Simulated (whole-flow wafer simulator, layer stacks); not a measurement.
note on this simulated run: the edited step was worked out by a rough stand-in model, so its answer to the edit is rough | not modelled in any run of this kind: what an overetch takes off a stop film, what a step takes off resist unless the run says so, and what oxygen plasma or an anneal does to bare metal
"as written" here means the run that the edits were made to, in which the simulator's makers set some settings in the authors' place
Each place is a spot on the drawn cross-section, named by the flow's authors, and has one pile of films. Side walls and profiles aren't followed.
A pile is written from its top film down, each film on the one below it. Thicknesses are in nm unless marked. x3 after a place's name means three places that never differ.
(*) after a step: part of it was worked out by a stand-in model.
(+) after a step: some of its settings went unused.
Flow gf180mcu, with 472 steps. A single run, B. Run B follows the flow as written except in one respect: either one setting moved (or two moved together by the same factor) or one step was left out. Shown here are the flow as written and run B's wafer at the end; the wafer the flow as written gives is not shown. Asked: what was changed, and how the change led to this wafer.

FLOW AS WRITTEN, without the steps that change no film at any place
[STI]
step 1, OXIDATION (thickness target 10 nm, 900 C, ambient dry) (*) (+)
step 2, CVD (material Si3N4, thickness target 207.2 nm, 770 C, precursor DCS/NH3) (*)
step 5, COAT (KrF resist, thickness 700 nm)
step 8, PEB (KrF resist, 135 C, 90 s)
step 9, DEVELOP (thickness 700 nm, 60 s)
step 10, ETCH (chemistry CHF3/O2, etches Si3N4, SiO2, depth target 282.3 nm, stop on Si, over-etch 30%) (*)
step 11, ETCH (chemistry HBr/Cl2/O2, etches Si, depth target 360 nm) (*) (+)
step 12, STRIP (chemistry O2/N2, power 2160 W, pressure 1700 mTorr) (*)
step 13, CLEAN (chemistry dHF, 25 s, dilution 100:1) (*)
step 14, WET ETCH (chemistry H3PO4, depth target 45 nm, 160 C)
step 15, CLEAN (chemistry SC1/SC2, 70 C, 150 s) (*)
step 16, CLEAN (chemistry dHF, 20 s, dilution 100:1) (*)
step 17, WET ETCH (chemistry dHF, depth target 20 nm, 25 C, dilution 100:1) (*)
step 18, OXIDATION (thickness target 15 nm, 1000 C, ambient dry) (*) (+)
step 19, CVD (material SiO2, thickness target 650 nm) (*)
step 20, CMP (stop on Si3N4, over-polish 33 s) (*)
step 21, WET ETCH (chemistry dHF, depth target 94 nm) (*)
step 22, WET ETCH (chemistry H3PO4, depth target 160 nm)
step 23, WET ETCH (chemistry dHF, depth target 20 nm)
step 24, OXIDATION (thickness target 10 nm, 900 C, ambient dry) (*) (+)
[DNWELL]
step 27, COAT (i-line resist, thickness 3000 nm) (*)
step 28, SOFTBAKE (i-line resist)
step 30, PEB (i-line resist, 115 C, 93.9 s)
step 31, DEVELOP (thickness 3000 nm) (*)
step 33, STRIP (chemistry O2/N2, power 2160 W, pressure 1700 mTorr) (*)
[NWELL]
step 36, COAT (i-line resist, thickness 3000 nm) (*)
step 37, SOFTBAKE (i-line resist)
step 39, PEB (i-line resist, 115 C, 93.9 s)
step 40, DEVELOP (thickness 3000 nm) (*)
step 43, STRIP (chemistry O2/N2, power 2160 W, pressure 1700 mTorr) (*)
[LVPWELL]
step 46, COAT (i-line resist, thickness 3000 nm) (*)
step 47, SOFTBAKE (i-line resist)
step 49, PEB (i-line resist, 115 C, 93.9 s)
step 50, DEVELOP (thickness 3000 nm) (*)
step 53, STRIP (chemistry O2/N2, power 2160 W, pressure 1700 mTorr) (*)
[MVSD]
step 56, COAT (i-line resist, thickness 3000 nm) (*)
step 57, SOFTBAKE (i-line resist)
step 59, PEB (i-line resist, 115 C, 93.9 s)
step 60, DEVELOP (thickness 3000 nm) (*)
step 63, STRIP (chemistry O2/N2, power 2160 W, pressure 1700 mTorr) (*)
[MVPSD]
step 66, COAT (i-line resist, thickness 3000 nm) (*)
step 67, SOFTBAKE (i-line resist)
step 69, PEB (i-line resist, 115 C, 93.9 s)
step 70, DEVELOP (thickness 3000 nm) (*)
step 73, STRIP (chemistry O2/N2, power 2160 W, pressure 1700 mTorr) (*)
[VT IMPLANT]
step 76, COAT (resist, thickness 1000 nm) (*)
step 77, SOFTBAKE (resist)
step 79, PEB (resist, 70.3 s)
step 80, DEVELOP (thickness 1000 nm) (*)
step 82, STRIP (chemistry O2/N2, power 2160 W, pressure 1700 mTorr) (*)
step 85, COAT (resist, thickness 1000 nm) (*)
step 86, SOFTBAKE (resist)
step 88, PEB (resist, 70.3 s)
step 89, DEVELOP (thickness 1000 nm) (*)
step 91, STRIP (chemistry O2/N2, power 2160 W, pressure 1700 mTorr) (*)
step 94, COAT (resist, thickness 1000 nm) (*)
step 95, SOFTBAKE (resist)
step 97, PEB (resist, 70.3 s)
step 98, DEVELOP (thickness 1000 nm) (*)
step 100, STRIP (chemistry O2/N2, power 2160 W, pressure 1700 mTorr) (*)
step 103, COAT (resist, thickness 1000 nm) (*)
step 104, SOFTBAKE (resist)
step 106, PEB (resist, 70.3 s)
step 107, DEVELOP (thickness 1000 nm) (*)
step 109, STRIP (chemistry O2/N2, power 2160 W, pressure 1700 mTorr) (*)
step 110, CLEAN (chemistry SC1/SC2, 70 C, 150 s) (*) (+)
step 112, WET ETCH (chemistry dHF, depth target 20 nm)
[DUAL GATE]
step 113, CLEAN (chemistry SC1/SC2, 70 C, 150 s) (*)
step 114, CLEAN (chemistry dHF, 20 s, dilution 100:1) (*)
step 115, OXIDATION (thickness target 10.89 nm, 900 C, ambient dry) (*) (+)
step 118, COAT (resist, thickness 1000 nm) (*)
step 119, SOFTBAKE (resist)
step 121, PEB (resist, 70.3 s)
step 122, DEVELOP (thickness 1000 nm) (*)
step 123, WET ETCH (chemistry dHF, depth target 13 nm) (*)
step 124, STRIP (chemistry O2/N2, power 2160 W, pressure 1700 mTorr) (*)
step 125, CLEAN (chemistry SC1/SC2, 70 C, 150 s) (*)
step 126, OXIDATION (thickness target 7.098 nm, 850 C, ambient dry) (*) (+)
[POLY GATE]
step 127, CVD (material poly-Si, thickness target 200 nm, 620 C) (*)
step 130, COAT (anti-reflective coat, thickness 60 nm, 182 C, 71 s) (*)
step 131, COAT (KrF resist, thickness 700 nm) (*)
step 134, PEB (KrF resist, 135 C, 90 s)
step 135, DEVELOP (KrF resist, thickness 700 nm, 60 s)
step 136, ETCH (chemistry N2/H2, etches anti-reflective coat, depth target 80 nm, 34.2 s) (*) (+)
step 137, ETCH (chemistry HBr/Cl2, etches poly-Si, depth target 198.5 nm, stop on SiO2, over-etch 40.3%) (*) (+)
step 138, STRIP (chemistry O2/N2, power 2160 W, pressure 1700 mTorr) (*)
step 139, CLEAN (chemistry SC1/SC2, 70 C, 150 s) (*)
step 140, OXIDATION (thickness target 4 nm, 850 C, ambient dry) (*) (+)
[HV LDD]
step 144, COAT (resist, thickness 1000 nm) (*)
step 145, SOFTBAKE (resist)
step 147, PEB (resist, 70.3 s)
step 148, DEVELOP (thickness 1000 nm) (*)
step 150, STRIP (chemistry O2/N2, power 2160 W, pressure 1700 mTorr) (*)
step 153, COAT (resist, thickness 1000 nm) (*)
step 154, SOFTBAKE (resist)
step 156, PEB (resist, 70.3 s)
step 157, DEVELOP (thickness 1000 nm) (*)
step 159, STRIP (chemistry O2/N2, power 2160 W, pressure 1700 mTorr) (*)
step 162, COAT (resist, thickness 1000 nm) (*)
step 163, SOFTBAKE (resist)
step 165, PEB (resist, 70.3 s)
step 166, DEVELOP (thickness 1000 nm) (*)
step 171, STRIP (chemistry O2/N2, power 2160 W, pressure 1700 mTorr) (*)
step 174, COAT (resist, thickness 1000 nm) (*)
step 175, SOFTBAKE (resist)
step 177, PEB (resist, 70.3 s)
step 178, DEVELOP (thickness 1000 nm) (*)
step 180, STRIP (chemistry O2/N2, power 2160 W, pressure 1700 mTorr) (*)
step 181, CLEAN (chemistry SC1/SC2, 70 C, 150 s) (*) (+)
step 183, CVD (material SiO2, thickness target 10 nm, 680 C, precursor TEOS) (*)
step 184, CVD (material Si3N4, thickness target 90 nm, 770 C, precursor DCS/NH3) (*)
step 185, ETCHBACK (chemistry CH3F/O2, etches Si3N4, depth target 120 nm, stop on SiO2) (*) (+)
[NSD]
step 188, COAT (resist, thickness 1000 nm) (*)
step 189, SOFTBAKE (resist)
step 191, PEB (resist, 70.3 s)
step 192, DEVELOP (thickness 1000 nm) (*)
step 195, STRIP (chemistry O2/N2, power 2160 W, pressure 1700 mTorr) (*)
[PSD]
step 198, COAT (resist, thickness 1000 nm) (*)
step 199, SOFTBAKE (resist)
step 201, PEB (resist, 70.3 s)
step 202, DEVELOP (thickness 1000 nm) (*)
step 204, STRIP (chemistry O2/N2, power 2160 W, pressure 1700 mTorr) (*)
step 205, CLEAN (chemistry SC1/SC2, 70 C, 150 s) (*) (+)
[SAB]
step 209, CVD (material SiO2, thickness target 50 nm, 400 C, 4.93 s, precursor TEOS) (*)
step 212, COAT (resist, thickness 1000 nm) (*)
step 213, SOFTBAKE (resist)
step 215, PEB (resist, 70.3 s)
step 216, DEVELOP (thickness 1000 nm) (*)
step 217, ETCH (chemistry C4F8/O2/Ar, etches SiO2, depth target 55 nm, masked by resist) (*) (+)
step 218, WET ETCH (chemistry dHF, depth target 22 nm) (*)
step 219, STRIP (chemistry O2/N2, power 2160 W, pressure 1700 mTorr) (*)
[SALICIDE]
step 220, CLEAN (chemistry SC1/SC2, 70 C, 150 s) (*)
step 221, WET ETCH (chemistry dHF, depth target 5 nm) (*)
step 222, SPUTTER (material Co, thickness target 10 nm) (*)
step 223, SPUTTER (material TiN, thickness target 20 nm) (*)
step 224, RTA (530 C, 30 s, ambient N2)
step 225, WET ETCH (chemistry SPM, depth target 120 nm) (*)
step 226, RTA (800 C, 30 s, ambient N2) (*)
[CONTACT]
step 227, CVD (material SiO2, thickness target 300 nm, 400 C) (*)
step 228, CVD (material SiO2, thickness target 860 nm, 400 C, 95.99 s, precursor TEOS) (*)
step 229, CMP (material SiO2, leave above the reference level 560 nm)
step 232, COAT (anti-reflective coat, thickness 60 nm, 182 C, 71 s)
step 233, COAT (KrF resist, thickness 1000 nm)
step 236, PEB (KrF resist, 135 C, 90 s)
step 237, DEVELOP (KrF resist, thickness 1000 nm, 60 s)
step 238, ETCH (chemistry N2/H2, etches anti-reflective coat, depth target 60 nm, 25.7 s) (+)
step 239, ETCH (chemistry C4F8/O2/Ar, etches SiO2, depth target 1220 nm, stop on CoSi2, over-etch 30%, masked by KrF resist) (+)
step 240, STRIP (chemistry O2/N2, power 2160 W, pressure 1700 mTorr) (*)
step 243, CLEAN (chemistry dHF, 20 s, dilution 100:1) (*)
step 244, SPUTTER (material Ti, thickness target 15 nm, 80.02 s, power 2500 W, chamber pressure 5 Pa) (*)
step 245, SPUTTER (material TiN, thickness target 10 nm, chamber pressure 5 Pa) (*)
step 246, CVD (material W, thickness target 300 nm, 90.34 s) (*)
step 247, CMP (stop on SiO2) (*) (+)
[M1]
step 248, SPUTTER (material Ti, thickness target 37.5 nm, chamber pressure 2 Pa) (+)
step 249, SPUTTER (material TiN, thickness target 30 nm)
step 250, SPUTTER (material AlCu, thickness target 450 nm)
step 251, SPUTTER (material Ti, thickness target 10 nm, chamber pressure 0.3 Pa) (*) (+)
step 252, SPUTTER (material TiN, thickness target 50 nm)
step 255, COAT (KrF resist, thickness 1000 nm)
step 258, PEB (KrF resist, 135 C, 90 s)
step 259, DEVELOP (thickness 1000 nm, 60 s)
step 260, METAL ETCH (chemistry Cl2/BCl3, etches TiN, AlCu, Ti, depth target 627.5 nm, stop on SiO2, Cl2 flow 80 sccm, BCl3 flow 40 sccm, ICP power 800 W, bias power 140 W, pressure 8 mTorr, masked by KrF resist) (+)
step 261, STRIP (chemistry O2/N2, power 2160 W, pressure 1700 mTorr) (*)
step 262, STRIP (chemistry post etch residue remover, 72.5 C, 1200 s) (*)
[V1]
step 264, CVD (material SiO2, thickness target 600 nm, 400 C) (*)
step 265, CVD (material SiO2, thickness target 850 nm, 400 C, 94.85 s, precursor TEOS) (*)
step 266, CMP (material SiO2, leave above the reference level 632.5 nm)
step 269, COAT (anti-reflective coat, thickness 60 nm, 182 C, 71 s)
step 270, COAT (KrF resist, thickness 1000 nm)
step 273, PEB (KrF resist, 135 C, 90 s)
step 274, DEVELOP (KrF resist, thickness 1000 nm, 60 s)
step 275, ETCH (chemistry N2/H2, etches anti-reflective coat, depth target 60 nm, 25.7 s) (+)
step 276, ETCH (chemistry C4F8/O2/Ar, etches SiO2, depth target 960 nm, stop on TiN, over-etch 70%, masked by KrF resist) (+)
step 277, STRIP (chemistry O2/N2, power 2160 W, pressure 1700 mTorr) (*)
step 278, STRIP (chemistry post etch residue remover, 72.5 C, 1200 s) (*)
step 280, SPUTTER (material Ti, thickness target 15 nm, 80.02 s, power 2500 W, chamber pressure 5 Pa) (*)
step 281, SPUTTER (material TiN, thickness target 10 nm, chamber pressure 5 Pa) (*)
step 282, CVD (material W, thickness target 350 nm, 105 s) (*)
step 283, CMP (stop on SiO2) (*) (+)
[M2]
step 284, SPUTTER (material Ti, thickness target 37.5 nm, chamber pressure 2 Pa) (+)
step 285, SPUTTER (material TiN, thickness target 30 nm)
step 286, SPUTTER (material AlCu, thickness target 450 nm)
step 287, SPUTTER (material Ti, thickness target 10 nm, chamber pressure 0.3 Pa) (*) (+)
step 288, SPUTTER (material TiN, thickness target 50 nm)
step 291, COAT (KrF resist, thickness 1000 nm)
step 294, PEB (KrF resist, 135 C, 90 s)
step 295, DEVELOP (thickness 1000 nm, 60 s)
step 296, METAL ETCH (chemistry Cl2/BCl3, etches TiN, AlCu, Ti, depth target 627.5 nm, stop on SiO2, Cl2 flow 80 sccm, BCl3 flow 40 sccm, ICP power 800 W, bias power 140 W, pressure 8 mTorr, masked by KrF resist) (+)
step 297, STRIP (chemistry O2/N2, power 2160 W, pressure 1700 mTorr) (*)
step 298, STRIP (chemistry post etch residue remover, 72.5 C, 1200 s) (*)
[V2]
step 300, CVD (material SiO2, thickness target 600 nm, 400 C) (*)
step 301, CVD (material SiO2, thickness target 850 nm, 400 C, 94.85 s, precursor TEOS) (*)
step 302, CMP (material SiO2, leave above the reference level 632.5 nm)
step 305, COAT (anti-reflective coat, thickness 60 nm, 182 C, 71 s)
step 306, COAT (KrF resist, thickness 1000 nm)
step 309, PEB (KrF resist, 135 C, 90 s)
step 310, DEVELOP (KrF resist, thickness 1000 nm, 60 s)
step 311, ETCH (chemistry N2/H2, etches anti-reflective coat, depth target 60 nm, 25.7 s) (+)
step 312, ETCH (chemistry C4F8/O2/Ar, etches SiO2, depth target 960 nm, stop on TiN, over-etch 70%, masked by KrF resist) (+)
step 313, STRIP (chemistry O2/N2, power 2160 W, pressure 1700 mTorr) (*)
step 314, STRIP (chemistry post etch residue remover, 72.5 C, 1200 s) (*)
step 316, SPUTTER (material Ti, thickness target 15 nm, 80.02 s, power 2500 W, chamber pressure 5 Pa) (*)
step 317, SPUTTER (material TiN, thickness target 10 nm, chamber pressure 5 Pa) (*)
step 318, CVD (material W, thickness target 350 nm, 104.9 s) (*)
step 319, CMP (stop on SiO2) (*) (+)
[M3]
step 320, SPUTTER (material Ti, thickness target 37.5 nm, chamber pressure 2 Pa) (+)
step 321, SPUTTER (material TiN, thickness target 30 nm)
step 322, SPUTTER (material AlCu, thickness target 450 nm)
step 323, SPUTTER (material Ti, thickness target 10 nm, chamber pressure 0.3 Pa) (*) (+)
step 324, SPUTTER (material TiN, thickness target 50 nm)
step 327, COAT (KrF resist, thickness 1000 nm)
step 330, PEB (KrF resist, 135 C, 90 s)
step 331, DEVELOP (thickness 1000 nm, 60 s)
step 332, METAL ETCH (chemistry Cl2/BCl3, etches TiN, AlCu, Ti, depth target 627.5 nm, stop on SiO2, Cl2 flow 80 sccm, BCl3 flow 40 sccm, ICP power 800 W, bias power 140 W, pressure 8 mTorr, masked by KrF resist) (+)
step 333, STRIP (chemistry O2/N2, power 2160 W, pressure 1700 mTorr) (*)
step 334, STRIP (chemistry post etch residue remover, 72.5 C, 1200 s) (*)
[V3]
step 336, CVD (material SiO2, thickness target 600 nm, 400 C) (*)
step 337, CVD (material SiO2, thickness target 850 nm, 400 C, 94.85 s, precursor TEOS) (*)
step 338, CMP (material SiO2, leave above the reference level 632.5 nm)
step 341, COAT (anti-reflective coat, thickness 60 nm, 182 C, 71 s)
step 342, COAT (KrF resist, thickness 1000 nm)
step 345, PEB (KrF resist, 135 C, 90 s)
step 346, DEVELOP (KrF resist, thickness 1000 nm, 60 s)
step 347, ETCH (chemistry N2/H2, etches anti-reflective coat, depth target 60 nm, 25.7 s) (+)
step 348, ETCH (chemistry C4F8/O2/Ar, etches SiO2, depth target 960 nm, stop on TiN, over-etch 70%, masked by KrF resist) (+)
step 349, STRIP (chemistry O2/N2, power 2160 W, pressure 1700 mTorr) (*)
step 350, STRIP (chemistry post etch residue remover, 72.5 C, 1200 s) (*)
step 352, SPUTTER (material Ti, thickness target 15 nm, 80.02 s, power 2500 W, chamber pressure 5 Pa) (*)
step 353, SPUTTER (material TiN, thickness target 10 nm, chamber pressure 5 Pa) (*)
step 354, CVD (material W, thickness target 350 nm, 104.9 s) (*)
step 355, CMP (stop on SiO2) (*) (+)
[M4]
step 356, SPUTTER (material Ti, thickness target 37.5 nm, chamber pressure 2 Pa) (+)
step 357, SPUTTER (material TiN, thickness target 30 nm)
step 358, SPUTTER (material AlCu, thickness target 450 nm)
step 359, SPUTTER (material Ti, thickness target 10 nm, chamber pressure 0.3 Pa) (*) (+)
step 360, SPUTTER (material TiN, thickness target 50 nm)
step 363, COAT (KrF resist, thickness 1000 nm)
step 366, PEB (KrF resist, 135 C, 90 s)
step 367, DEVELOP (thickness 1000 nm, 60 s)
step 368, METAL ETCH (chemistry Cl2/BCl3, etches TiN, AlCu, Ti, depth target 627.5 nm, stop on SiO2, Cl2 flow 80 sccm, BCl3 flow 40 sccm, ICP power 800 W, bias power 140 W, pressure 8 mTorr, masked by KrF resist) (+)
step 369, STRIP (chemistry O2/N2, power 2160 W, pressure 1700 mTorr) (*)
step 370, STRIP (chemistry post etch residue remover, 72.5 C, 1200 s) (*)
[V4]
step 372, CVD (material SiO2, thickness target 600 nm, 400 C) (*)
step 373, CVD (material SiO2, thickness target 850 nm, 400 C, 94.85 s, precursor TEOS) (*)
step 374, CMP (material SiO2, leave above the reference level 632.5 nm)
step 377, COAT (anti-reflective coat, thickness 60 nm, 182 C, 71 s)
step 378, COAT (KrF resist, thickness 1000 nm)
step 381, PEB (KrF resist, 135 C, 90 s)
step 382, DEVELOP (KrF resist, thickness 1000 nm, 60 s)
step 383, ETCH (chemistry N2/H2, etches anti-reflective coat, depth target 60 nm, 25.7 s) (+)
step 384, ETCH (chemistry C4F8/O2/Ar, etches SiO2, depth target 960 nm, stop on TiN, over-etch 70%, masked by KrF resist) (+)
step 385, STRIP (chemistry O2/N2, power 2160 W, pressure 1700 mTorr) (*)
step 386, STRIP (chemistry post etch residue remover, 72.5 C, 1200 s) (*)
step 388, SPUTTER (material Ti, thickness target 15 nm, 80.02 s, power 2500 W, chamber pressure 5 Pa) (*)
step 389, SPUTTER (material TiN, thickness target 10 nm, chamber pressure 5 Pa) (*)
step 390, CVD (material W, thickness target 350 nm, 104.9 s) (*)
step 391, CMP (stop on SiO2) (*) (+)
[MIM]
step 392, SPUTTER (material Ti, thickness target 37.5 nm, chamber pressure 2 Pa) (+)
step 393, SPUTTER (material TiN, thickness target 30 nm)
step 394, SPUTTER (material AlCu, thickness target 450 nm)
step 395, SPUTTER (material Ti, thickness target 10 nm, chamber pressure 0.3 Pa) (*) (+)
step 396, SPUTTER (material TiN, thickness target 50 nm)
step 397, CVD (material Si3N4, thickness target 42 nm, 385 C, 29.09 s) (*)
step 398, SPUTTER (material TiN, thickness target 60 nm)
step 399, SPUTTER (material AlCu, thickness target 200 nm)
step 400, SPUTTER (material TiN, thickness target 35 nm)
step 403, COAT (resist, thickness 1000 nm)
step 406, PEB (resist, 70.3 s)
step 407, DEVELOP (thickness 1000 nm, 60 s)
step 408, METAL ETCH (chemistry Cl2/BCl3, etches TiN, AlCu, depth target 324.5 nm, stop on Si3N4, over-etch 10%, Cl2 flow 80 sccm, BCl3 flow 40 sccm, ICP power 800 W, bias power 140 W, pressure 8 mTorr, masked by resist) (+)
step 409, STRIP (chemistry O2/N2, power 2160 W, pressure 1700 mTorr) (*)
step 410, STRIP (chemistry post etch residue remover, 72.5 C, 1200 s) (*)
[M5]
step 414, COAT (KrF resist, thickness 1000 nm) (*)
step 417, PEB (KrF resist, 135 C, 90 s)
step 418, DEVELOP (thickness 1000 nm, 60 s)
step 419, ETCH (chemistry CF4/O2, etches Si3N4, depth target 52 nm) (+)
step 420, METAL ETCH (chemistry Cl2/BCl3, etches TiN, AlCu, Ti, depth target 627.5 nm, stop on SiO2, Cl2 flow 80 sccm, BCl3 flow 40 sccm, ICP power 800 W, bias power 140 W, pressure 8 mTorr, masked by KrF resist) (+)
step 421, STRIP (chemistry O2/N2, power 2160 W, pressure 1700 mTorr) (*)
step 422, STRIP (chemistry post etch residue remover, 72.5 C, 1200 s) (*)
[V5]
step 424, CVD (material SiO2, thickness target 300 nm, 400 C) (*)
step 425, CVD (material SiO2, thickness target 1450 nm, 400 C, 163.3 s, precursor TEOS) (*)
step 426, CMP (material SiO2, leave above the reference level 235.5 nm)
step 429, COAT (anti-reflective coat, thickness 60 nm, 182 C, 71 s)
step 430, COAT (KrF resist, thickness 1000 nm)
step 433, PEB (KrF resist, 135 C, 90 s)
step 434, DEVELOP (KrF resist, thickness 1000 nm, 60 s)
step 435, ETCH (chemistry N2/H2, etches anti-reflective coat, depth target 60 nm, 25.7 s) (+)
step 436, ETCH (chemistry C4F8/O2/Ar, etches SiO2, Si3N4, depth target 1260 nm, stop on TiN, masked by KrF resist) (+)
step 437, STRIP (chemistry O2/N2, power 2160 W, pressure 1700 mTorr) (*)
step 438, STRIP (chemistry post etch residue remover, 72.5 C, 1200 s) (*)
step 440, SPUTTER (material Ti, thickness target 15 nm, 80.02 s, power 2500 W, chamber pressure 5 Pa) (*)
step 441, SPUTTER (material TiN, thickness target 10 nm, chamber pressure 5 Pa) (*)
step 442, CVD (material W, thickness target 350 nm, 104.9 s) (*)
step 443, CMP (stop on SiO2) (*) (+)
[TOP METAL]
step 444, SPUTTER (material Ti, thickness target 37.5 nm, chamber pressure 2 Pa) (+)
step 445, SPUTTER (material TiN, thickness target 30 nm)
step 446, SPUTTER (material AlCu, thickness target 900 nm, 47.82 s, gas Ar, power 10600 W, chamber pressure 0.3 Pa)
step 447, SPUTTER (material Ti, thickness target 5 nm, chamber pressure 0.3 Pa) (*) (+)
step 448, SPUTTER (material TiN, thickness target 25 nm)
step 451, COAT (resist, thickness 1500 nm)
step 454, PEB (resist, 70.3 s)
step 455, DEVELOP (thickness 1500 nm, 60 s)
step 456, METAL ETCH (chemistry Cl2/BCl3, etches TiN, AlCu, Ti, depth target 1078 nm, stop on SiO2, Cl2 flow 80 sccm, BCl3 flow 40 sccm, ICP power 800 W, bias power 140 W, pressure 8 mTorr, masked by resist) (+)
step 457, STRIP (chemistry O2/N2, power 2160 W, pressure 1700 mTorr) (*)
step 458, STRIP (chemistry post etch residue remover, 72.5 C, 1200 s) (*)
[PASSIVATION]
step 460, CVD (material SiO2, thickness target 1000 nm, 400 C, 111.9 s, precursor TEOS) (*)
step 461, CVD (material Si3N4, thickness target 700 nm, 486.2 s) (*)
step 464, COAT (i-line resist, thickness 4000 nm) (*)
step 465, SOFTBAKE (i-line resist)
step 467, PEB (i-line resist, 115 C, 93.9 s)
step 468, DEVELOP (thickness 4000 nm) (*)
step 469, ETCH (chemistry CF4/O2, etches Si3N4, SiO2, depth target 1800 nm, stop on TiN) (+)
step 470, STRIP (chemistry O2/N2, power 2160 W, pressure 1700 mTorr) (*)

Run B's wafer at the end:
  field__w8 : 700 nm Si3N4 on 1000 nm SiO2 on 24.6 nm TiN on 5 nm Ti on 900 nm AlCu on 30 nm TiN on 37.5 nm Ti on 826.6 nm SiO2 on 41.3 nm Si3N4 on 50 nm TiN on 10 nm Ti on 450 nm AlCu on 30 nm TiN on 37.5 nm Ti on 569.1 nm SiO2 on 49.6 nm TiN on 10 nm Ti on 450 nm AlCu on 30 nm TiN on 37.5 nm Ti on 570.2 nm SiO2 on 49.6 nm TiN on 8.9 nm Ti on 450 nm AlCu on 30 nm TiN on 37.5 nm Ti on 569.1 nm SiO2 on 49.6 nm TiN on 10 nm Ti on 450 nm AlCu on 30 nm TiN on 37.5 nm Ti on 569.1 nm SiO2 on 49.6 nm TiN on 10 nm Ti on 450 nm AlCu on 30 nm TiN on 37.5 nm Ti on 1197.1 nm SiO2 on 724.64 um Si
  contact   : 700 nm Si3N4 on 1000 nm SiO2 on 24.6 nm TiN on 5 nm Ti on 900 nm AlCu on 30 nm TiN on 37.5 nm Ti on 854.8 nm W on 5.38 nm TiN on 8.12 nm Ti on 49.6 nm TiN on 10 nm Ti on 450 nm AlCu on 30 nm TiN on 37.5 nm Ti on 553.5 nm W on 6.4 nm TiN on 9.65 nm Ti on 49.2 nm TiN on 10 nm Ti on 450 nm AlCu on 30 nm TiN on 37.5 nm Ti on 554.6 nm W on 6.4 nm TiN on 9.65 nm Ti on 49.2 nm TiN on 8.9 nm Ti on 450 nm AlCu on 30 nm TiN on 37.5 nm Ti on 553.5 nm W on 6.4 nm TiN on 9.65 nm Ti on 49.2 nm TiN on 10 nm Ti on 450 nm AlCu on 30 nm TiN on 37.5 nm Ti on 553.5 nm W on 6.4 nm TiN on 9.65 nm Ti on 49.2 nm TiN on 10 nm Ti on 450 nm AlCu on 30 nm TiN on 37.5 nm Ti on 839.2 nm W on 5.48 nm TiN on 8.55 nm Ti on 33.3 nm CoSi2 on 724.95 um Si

What caused this: step 323, SPUTTER: thickness target 8.9 nm was run, though the flow has thickness target 10 nm.
One can read it off the wafer: field__w8 has Ti 8.9, and step 323 as written asks for 10 nm.

Step by step, how the change led to this:
  step 323, SPUTTER (material Ti, thickness target 10 nm, chamber pressure 0.3 Pa) (*) (+)
      field, field__w1, field__w2 and 108 more: Ti gains 8.9 (new film) (in the flow as written it would be: Ti gains 10 (new film))
  step 332, METAL ETCH (chemistry Cl2/BCl3, etches TiN, AlCu, Ti, depth target 627.5 nm, stop on SiO2, Cl2 flow 80 sccm, BCl3 flow 40 sccm, ICP power 800 W, bias power 140 W, pressure 8 mTorr, masked by KrF resist) (+)
      field, field__w1, field__w2 and 103 more: TiN loses 50 (all of it), Ti loses 8.9 (all of it), AlCu loses 450 (all of it), TiN loses 30 (all of it), Ti loses 37.5 (all of it) (in the flow as written it would be: TiN loses 50 (all of it), Ti loses 10 (all of it), AlCu loses 450 (all of it), TiN loses 30 (all of it), Ti loses 37.5 (all of it))
